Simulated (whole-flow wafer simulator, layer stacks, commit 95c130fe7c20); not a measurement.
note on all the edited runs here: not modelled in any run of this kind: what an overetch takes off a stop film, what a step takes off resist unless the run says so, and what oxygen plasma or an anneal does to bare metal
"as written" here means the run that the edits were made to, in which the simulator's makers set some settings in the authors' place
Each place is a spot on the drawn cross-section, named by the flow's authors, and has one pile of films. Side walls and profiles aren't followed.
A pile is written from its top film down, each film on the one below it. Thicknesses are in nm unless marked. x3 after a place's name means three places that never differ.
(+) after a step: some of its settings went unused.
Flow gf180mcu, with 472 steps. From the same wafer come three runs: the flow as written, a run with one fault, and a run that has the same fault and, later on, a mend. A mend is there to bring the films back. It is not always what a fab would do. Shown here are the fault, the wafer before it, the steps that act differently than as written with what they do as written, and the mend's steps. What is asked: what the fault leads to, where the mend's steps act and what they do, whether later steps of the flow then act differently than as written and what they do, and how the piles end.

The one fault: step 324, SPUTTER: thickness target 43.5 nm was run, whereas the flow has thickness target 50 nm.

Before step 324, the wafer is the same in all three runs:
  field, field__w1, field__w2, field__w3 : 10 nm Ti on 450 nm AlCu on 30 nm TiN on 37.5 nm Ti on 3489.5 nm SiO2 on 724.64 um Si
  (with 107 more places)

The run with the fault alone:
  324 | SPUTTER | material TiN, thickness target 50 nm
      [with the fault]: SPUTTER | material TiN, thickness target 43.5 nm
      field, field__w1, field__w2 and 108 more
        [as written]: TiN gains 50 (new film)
        [with the fault]: TiN gains 43.5 (new film)
  Later steps of the flow acting differently than as written (not shown: 5 more steps that differ only slightly, by at most 2% or 0.5 nm, whichever is larger):
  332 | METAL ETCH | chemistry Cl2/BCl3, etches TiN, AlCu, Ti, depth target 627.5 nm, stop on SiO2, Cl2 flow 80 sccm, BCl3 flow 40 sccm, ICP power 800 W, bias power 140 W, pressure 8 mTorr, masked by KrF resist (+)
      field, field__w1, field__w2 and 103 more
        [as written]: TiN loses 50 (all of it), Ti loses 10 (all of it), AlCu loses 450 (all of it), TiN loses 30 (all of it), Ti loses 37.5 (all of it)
        [with the fault]: TiN loses 43.5 (all of it), Ti loses 10 (all of it), AlCu loses 450 (all of it), TiN loses 30 (all of it), Ti loses 37.5 (all of it)
  At field__w8, contact, m1, m1__w1, m1_nw, the piles at the end differ from the flow's by more than 2% or 0.5 nm, whichever is larger.
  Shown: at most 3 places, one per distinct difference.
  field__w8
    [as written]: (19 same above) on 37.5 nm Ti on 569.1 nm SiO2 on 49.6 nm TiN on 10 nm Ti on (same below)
    [with the fault]: (19 same above) on 37.5 nm Ti on 575.6 nm SiO2 on 43.1 nm TiN on 10 nm Ti on (same below)
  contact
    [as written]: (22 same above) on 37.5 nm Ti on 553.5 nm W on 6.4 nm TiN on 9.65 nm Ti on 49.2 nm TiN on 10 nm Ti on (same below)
    [with the fault]: (22 same above) on 37.5 nm Ti on 560.1 nm W on 6.38 nm TiN on 9.62 nm Ti on 42.7 nm TiN on 10 nm Ti on (same below)

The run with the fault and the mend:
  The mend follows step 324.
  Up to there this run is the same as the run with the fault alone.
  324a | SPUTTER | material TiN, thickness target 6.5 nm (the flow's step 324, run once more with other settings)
      field, field__w1, field__w2 and 108 more
        TiN gains 6.5
  None of the later steps of the flow acts differently than as written at any place that is followed.
  The piles end the same as the flow's at every place that both follow.
